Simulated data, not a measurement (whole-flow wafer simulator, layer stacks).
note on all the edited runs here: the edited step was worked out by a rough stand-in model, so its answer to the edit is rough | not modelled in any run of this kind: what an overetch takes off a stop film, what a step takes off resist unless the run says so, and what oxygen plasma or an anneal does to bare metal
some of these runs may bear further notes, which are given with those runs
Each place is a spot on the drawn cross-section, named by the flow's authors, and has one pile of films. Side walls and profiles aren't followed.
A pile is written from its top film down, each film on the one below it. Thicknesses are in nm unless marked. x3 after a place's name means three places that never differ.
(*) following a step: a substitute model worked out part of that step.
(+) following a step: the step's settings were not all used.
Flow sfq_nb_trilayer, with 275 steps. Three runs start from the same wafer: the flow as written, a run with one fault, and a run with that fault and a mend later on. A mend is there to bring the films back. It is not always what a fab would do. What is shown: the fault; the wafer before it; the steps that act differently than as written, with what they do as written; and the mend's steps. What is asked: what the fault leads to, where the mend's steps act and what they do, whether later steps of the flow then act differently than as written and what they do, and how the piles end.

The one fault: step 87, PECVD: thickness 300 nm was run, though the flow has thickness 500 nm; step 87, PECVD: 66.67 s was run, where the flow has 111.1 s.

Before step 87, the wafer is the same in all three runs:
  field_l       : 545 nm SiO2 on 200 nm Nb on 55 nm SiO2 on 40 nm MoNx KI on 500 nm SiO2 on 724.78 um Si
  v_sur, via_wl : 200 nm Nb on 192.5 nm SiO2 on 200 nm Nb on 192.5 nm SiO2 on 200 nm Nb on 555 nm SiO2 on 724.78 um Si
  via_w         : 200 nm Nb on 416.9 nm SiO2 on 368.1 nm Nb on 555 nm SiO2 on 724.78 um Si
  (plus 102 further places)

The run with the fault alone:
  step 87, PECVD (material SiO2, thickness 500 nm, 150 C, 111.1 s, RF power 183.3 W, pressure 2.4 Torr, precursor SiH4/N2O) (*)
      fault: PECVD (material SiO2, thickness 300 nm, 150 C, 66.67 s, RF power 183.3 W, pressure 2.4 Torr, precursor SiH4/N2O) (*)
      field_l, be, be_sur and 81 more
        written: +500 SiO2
        fault: +300 SiO2
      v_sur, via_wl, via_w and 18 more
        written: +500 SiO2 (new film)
        fault: +300 SiO2 (new film)
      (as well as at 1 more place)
  Later steps of the flow acting differently than as written (not shown: 14 more steps that differ only slightly, by at most 2% or 0.5 nm, whichever is larger):
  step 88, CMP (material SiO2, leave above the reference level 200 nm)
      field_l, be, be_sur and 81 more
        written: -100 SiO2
        fault: nothing
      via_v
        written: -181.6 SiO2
        fault: nothing
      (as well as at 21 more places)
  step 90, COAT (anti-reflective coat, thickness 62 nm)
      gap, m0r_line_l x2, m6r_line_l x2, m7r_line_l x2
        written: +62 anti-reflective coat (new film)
        fault: +63.5 anti-reflective coat (new film)
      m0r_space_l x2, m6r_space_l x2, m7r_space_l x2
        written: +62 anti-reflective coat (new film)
        fault: +75.6 anti-reflective coat (new film)
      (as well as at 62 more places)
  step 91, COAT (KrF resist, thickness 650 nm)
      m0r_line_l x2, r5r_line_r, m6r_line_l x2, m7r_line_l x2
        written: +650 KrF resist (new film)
        fault: +669.6 KrF resist (new film)
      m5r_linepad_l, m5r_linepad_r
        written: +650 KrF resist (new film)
        fault: +627.6 KrF resist (new film)
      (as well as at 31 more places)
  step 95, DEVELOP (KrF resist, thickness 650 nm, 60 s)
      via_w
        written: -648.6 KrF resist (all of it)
        fault: -612.9 KrF resist (all of it)
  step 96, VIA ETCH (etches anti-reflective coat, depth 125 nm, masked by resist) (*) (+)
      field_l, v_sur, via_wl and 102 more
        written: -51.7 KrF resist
        fault: -44.9 KrF resist
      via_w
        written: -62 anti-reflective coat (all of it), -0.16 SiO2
        fault: -53.8 anti-reflective coat (all of it), -0.13 SiO2
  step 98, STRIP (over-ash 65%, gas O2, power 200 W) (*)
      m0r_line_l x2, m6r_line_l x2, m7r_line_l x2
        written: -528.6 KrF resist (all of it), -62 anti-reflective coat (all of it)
        fault: -555 KrF resist (all of it), -63.5 anti-reflective coat (all of it)
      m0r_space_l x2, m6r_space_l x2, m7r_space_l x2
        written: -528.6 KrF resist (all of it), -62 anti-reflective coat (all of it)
        fault: -547.3 KrF resist (all of it), -75.6 anti-reflective coat (all of it)
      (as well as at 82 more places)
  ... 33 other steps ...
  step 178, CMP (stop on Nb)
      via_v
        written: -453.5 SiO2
        fault: -340.8 SiO2
  At via_v, p4_w1, p4_w2 and 7 more, the piles at the end differ from the flow's by more than 2% or 0.5 nm, whichever is larger.
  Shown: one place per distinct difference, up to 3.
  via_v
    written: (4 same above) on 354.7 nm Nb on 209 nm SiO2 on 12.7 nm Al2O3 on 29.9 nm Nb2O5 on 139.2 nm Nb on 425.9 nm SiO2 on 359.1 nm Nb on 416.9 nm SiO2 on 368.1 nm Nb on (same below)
    fault: (4 same above) on 354.7 nm Nb on 459.7 nm SiO2 on 9.16 nm Al2O3 on 36.3 nm Nb2O5 on 104.3 nm Nb on 344 nm SiO2 on 90.1 nm Nb on 127 nm SiO2 on 172.5 nm Nb on 249.8 nm SiO2 on 368.1 nm Nb on (same below)
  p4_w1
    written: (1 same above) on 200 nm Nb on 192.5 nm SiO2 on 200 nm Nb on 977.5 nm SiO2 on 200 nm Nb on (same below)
    fault: (1 same above) on 200 nm Nb on 292.5 nm SiO2 on 200 nm Nb on 877.5 nm SiO2 on 200 nm Nb on (same below)

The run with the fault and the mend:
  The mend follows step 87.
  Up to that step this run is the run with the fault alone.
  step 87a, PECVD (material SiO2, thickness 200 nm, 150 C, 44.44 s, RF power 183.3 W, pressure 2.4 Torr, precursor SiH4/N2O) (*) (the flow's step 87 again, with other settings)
      field_l, v_sur, via_wl and 102 more
        +200 SiO2
      via_v
        +178.2 SiO2
  Later steps of the flow acting differently than as written:
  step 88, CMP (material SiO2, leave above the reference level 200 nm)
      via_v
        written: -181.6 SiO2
        mend: -11.1 SiO2
  At every place that both follow, the piles at the end match the flow's.
